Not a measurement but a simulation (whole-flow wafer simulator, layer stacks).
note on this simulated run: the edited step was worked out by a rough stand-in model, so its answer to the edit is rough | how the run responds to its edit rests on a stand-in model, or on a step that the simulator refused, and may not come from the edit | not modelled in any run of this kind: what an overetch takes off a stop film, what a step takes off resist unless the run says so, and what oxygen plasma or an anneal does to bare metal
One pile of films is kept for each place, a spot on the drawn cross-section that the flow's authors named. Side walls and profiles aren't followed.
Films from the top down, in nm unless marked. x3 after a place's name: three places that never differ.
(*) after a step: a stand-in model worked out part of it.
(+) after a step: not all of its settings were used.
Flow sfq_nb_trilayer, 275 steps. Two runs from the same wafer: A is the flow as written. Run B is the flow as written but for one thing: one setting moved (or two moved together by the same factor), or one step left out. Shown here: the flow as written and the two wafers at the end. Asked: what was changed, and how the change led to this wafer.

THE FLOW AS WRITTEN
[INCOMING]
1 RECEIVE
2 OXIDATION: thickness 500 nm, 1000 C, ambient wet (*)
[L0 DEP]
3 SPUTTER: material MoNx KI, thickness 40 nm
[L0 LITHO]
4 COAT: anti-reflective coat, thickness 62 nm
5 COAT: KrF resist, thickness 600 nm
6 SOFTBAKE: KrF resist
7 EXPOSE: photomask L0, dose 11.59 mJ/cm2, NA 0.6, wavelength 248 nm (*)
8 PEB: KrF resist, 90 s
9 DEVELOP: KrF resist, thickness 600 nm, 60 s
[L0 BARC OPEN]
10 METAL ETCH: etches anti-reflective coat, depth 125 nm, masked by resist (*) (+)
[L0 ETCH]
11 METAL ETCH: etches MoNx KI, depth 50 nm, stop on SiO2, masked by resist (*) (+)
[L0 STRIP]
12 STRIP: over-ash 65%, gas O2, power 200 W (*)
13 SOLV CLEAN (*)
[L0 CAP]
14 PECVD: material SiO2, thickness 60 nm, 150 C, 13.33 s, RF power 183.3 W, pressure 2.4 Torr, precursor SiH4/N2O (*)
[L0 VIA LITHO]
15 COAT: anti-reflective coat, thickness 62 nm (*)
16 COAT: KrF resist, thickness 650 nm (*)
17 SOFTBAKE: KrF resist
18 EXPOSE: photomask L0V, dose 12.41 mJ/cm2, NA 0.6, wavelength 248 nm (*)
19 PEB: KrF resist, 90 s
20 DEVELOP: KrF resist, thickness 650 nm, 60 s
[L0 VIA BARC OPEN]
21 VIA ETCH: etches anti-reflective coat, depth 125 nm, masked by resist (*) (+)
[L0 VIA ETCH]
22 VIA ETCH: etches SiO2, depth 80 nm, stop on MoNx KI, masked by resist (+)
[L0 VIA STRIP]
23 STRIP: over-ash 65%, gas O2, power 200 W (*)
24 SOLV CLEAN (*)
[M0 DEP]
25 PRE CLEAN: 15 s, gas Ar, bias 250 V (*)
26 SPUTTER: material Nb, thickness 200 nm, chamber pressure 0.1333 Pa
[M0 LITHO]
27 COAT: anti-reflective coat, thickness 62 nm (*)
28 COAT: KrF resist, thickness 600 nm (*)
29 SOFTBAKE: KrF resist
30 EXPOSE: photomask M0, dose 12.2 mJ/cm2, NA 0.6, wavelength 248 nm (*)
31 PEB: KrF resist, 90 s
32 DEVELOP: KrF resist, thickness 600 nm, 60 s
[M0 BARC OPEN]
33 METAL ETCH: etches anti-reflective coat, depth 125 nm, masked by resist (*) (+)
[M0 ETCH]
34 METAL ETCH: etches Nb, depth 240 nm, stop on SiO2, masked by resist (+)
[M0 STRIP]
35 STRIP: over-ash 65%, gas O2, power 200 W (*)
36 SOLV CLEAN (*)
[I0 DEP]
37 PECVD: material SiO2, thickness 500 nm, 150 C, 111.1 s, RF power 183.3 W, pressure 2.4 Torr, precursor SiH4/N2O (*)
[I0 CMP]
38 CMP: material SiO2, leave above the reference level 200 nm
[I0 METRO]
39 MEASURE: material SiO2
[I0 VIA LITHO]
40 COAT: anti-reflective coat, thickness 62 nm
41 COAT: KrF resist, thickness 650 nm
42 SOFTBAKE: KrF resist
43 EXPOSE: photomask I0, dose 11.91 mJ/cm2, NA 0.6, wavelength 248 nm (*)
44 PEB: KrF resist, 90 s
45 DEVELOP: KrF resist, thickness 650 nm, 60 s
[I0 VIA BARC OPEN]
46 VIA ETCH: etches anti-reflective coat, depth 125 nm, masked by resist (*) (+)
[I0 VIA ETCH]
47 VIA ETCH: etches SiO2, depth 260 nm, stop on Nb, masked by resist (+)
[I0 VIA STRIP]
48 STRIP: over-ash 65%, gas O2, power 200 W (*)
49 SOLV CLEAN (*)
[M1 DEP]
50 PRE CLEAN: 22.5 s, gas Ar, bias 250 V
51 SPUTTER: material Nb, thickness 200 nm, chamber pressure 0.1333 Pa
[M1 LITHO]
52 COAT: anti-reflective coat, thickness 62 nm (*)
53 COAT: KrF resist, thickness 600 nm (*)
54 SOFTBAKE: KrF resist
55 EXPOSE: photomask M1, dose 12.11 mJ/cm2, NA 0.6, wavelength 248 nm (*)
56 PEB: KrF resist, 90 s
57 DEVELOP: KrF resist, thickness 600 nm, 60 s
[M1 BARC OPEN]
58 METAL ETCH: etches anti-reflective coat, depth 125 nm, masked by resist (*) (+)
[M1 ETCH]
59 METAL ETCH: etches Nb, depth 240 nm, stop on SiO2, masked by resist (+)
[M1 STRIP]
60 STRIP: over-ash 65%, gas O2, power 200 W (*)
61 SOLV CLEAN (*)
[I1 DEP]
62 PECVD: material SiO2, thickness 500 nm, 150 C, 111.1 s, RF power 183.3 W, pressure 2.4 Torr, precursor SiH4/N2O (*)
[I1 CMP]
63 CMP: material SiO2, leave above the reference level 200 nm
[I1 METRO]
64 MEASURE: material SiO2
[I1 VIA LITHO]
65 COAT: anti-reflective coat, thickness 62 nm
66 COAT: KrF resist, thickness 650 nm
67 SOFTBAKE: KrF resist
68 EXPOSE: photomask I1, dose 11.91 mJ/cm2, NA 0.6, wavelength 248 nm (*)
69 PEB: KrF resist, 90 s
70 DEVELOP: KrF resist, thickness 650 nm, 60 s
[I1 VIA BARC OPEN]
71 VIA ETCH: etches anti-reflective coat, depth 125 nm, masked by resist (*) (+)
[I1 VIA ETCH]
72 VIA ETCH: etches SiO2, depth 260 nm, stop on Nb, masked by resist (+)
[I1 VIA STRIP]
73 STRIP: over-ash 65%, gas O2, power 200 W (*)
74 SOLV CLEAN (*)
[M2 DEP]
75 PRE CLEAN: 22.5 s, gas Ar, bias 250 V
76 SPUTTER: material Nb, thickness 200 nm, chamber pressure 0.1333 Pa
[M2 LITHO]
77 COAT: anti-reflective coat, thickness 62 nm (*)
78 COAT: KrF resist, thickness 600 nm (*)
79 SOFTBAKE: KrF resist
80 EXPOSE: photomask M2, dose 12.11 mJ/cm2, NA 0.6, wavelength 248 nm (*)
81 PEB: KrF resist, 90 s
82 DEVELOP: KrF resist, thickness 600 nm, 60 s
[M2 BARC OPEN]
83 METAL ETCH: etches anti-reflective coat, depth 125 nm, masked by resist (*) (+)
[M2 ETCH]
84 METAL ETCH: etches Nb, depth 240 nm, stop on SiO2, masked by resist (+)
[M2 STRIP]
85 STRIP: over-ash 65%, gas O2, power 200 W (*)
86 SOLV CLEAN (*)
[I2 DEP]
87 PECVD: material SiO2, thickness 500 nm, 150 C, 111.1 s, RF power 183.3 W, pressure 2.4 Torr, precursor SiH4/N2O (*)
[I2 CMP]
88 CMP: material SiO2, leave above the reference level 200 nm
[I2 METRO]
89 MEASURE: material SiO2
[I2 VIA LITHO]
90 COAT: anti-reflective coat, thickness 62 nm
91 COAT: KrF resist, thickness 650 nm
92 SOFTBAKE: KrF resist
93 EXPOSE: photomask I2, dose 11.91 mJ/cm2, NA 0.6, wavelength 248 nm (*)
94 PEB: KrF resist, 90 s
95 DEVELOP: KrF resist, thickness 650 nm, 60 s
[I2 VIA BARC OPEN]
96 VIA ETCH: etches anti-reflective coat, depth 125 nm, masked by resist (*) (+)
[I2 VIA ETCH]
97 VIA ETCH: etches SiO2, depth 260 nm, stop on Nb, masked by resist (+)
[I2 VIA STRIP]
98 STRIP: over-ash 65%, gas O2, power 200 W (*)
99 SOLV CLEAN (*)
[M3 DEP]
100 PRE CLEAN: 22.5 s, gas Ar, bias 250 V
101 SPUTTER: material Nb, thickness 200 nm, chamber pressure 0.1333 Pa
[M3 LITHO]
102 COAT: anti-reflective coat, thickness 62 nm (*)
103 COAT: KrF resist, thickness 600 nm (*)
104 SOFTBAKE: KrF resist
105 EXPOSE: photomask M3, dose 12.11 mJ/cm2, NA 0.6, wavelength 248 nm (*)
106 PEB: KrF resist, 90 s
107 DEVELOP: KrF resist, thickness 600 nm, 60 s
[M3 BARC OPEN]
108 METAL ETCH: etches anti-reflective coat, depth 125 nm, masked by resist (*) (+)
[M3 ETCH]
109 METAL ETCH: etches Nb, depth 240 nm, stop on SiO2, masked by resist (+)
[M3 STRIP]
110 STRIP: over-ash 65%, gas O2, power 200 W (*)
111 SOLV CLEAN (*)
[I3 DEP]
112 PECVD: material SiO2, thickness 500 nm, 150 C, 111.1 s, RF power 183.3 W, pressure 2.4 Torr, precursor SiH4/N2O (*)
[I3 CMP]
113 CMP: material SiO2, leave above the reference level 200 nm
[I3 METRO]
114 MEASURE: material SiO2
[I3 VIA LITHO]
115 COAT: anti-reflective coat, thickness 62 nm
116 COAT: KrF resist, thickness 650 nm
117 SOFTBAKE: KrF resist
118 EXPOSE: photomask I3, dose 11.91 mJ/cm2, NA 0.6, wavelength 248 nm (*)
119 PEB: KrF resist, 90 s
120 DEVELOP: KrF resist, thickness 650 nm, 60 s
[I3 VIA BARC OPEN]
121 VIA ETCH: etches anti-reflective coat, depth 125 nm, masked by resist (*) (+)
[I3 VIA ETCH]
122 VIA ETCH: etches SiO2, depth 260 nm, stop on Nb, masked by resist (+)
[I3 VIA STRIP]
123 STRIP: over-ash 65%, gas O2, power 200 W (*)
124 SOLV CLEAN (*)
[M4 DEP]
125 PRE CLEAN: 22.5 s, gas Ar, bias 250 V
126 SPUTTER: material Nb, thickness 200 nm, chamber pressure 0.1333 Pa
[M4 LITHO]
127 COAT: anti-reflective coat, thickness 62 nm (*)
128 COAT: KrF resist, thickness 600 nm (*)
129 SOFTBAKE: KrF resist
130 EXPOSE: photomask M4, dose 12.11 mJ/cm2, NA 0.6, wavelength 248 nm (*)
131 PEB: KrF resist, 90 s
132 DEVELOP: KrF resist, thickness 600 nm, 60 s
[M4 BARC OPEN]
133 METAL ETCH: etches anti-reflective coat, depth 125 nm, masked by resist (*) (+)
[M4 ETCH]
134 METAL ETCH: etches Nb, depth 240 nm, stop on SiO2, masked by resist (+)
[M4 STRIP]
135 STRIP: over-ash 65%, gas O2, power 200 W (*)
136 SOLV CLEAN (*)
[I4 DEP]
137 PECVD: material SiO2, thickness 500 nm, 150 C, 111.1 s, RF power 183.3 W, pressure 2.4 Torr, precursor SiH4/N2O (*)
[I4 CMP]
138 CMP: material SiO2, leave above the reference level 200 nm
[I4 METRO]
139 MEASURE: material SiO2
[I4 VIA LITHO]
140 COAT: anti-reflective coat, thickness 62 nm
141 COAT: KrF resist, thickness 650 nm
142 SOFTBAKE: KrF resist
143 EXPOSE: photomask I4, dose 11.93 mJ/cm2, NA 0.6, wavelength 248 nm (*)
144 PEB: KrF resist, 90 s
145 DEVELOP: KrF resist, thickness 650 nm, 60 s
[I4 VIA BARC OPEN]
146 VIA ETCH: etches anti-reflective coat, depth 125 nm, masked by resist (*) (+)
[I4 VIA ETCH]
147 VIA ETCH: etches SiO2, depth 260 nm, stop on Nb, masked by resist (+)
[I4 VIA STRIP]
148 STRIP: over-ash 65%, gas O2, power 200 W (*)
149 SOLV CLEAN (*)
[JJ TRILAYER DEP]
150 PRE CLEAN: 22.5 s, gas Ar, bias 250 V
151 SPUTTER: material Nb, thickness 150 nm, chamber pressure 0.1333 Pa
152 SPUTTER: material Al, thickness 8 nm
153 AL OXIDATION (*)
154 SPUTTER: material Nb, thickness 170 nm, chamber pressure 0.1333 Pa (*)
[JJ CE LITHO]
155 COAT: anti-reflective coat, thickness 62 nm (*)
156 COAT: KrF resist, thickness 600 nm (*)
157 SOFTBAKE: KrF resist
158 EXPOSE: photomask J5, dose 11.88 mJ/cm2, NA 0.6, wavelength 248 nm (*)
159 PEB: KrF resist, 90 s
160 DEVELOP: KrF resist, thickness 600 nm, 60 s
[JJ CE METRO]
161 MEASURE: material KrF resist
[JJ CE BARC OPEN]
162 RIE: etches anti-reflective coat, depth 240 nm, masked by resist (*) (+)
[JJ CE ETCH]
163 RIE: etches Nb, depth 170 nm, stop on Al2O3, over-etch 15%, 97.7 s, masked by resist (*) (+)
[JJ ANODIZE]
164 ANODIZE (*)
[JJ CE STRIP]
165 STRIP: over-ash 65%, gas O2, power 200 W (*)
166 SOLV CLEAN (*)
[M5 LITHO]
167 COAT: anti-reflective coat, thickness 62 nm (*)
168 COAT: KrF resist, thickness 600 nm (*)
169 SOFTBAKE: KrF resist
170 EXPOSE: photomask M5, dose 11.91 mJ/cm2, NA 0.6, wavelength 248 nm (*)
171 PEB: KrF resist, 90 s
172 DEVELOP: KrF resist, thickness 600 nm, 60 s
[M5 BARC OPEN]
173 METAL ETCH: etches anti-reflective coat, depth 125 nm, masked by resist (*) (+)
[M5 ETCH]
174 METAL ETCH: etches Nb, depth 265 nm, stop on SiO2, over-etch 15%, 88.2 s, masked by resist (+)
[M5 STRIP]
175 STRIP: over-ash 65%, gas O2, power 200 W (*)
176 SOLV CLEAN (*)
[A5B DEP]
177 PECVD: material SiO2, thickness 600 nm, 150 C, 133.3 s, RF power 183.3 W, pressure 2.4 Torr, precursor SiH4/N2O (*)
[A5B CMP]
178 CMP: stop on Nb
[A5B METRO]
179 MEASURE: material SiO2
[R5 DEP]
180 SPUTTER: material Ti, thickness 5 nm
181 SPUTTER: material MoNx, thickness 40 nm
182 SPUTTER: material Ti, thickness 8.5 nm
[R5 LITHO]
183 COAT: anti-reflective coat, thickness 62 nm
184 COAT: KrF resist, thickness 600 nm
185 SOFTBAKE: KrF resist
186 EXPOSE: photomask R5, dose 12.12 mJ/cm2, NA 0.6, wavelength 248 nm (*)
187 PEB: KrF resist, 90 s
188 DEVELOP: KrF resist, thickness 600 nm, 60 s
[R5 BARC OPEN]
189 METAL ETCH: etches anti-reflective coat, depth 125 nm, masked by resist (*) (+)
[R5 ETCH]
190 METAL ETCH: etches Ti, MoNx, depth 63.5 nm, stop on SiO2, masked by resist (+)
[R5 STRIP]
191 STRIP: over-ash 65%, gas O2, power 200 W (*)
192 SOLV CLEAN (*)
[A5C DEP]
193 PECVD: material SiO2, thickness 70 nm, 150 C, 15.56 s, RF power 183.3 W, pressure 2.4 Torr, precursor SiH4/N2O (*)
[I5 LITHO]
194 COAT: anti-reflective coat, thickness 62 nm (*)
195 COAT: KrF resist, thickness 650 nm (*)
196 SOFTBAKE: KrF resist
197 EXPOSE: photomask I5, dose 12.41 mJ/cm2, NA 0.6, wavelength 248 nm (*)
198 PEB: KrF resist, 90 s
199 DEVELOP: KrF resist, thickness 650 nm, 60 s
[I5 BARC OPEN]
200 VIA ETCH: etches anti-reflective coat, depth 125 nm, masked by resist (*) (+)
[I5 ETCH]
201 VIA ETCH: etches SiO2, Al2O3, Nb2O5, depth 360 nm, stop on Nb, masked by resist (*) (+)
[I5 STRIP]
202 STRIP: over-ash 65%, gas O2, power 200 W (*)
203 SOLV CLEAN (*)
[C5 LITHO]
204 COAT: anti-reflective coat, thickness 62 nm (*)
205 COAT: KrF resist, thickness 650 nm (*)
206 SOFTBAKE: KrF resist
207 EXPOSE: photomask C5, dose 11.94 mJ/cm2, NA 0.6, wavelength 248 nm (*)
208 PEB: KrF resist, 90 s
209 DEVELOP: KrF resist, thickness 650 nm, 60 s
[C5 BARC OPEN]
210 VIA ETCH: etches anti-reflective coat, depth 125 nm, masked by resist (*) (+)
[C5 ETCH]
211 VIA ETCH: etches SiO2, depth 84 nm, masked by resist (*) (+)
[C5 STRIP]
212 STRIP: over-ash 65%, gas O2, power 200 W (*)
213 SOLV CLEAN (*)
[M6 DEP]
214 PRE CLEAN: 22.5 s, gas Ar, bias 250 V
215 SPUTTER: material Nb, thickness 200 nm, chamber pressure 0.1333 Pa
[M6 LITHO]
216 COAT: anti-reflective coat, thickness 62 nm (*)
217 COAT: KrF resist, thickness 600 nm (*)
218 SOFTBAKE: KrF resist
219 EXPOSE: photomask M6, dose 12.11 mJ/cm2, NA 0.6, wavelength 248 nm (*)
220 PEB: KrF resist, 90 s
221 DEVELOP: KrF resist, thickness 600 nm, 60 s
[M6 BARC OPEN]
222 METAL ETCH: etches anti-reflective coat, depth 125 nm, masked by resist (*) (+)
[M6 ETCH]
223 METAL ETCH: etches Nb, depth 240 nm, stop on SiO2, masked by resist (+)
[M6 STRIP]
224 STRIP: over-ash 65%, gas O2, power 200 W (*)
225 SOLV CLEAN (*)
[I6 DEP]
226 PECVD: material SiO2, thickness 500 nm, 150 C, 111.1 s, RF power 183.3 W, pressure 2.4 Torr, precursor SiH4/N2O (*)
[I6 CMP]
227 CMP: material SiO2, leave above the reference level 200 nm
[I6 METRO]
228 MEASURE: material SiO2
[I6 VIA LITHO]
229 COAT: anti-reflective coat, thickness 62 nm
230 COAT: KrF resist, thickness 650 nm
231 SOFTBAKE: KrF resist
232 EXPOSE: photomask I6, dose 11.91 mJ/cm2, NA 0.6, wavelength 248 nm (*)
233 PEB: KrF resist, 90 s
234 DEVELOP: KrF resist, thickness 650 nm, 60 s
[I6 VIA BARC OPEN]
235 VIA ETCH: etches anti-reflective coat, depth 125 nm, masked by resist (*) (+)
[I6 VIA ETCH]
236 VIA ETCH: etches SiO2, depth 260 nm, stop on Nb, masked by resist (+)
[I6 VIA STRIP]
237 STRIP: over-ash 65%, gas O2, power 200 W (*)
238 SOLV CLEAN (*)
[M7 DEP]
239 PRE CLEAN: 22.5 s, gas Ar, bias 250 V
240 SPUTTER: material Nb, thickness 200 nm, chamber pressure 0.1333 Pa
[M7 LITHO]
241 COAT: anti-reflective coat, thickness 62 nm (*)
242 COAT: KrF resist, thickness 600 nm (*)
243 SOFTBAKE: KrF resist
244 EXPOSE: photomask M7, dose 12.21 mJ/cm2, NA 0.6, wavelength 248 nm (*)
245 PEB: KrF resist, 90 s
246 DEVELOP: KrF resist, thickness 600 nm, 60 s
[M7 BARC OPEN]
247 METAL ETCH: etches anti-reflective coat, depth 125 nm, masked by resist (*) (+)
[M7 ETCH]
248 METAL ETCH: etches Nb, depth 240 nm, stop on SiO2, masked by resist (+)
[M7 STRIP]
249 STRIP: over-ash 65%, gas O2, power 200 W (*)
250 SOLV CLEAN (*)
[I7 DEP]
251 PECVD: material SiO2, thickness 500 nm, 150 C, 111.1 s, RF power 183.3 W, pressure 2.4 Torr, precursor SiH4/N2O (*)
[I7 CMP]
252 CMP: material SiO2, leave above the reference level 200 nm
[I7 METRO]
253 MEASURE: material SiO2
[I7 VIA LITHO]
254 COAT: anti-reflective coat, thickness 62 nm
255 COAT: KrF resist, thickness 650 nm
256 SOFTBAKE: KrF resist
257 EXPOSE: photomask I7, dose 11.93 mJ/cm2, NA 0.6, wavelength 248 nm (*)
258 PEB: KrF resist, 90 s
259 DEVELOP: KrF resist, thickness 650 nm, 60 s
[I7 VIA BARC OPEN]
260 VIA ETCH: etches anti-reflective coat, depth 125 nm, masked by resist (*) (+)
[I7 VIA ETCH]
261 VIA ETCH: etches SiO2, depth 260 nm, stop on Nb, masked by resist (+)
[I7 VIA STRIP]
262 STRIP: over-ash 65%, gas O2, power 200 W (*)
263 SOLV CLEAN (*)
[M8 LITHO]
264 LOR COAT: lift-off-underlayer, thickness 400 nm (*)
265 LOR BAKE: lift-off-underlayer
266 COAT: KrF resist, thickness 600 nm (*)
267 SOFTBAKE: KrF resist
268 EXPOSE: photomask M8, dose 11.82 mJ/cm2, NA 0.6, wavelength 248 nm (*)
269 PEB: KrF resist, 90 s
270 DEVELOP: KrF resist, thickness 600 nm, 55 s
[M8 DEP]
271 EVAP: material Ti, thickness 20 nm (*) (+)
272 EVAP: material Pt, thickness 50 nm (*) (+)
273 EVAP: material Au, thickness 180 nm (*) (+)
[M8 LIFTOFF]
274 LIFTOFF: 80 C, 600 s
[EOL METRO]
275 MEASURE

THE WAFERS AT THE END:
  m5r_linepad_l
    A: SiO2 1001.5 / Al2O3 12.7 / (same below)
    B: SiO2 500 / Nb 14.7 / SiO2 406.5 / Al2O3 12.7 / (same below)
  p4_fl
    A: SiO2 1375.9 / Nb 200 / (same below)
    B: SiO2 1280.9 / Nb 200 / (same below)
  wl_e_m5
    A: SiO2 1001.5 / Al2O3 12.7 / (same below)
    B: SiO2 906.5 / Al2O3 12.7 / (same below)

The cause: step 226, PECVD: thickness 205 nm was run, where the flow has thickness 500 nm; step 226, PECVD: 45.56 s was run, where the flow has 111.1 s.

How the change led to this, step by step:
  226 PECVD: material SiO2, thickness 500 nm, 150 C, 111.1 s, RF power 183.3 W, pressure 2.4 Torr, precursor SiH4/N2O (*)
      field_l, p4_fl, p4_fm and 62 more: A SiO2 +500 | B SiO2 +205
      v_sur, via_wl, via_w and 21 more: A SiO2 +500 (new film) | B SiO2 +205 (new film)
      (and at 17 more places)
  227 CMP: material SiO2, leave above the reference level 200 nm
      field_l, p4_fl, p4_fm and 59 more: A SiO2 -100 | B nothing
      moat, field_r, lsp_l, ln_m5, lsp_m: A SiO2 -93.6 | B nothing
      (and at 39 more places)
  229 COAT: anti-reflective coat, thickness 62 nm
      p3_l3, p3_l5, p3_l6, wl_d_sl, m8r_pad_w: A anti-reflective coat +62 (new film) | B anti-reflective coat +64.2 (new film)
      p3_l2, p3_s2, p3_s5: A anti-reflective coat +62 (new film) | B anti-reflective coat +64.3 (new film)
      (and at 85 more places)
  230 COAT: KrF resist, thickness 650 nm
      ce_l, sp_r: A KrF resist +650 (new film) | B KrF resist +596.2 (new film)
      p4_fl, wl_d_sr: A KrF resist +650 (new film) | B KrF resist +663.8 (new film)
      (and at 83 more places)
  234 DEVELOP: KrF resist, thickness 650 nm, 60 s
      via_v: A KrF resist -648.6 (all of it) | B KrF resist -593.8 (all of it)
  235 VIA ETCH: etches anti-reflective coat, depth 125 nm, masked by resist (*) (+)
      field_l, v_sur, via_wl and 102 more: A KrF resist -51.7 | B KrF resist -41.8
      via_v: A anti-reflective coat -62 (all of it), SiO2 -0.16 | B anti-reflective coat -50.2 (all of it), SiO2 -0.13
  237 STRIP: over-ash 65%, gas O2, power 200 W (*)
      p3_s3, p3_l4: A KrF resist -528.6 (all of it), anti-reflective coat -62 (all of it) | B KrF resist -544.5 (all of it), anti-reflective coat -64.1 (all of it)
      m0r_line_l, m7r_line_l: A KrF resist -528.6 (all of it), anti-reflective coat -62 (all of it) | B KrF resist -575.1 (all of it), anti-reflective coat -61.4 (all of it)
      (and at 101 more places)
  240 SPUTTER: material Nb, thickness 200 nm, chamber pressure 0.1333 Pa
      lsp_r, l0_sur, l0v: A Nb +200 (new film) | B Nb +190.3 (new film)
      be: A Nb +200 (new film) | B Nb +128.1 (new film)
      (and at 4 more places)
  241 COAT: anti-reflective coat, thickness 62 nm (*)
      p3_s3, p3_l4, p3_s4, wl_d_sl: A anti-reflective coat +62 (new film) | B anti-reflective coat +64.1 (new film)
      m0r_space_l, m0r_space_r, m7r_space_l, m7r_space_r: A anti-reflective coat +62 (new film) | B anti-reflective coat +82.1 (new film)
      (and at 86 more places)
  242 COAT: KrF resist, thickness 600 nm (*)
      m0r_line_l, m0r_line_r, m7r_line_l, m7r_line_r: A KrF resist +600 (new film) | B KrF resist +636.1 (new film)
      m0r_space_l, m0r_space_r, m7r_space_l, m7r_space_r: A KrF resist +600 (new film) | B KrF resist +626 (new film)
      (and at 79 more places)
  246 DEVELOP: KrF resist, thickness 600 nm, 60 s
      m0r_space_l, m0r_space_r, m7r_space_l, m7r_space_r: A KrF resist -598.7 (all of it) | B KrF resist -624.7 (all of it)
      m0r_line_l, m0r_line_r: A KrF resist -598.7 (all of it) | B KrF resist -634.8 (all of it)
      (and at 40 more places)
  247 METAL ETCH: etches anti-reflective coat, depth 125 nm, masked by resist (*) (+)
      m5r_linepad_l, m5r_linepad_r, r5r_spacepad_l, r5r_spacepad_r, m8r_pad_l, m8r_pad_r: A anti-reflective coat -62 (all of it) | B anti-reflective coat -125
      v_sur, via_wl, via_w and 38 more: A KrF resist -51.7 | B KrF resist -69.4
      (and at 49 more places)
  248 METAL ETCH: etches Nb, depth 240 nm, stop on SiO2, masked by resist (+)
      m5r_linepad_l, m5r_linepad_r: A Nb -200 (all of it) | B anti-reflective coat -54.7 (all of it), Nb -185.3
      r5r_spacepad_l, r5r_spacepad_r: A Nb -200 (all of it) | B anti-reflective coat -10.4 (all of it), Nb -200 (all of it)
      (and at 4 more places)
  249 STRIP: over-ash 65%, gas O2, power 200 W (*)
      m7r_line_l, m7r_line_r: A KrF resist -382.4 (all of it), anti-reflective coat -62 (all of it) | B KrF resist -400.6 (all of it), anti-reflective coat -61.4 (all of it)
      v_sur: A KrF resist -379.9 (all of it), anti-reflective coat -61.4 (all of it) | B KrF resist -288.3 (all of it), anti-reflective coat -39.2 (all of it)
      (and at 38 more places)
  251 PECVD: material SiO2, thickness 500 nm, 150 C, 111.1 s, RF power 183.3 W, pressure 2.4 Torr, precursor SiH4/N2O (*)
      m5r_linepad_l, m5r_linepad_r: A SiO2 +500 | B SiO2 +500 (new film)
      wl_c_sl, m6r_space_l, m6r_space_r: A SiO2 +500 | B SiO2 +582.8
      (and at 4 more places)
  252 CMP: material SiO2, leave above the reference level 200 nm
      field_l, p4_fl, p4_fm and 53 more: A SiO2 -100 | B nothing
      field_r, lsp_l: A SiO2 -77.7 | B nothing
      (and at 24 more places)
  ... 8 more steps ...
  274 LIFTOFF: 80 C, 600 s
      m5r_line_l, m5r_line_r: A Au -180 (all of it), Pt -50 (all of it), Ti -20 (all of it), KrF resist -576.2 (all of it), lift-off-underlayer -400 (all of it) | B Au -180 (all of it), Pt -50 (all of it), Ti -20 (all of it), KrF resist -583.5 (all of it), lift-off-underlayer -408.8 (all of it)
      m5r_space_l, m5r_space_r: A Au -180 (all of it), Pt -50 (all of it), Ti -20 (all of it), KrF resist -576.2 (all of it), lift-off-underlayer -400 (all of it) | B Au -180 (all of it), Pt -50 (all of it), Ti -20 (all of it), KrF resist -578.8 (all of it), lift-off-underlayer -415.8 (all of it)
      (and at 54 more places)
Counting metal films that touch as one body, m5r_linepad_l has 3 bodies (between them, from the top down: SiO2 406.5 / Al2O3 12.7 / Nb2O5 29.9; SiO2 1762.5); the flow as written gives 2 bodies (between them, from the top down: SiO2 1762.5).
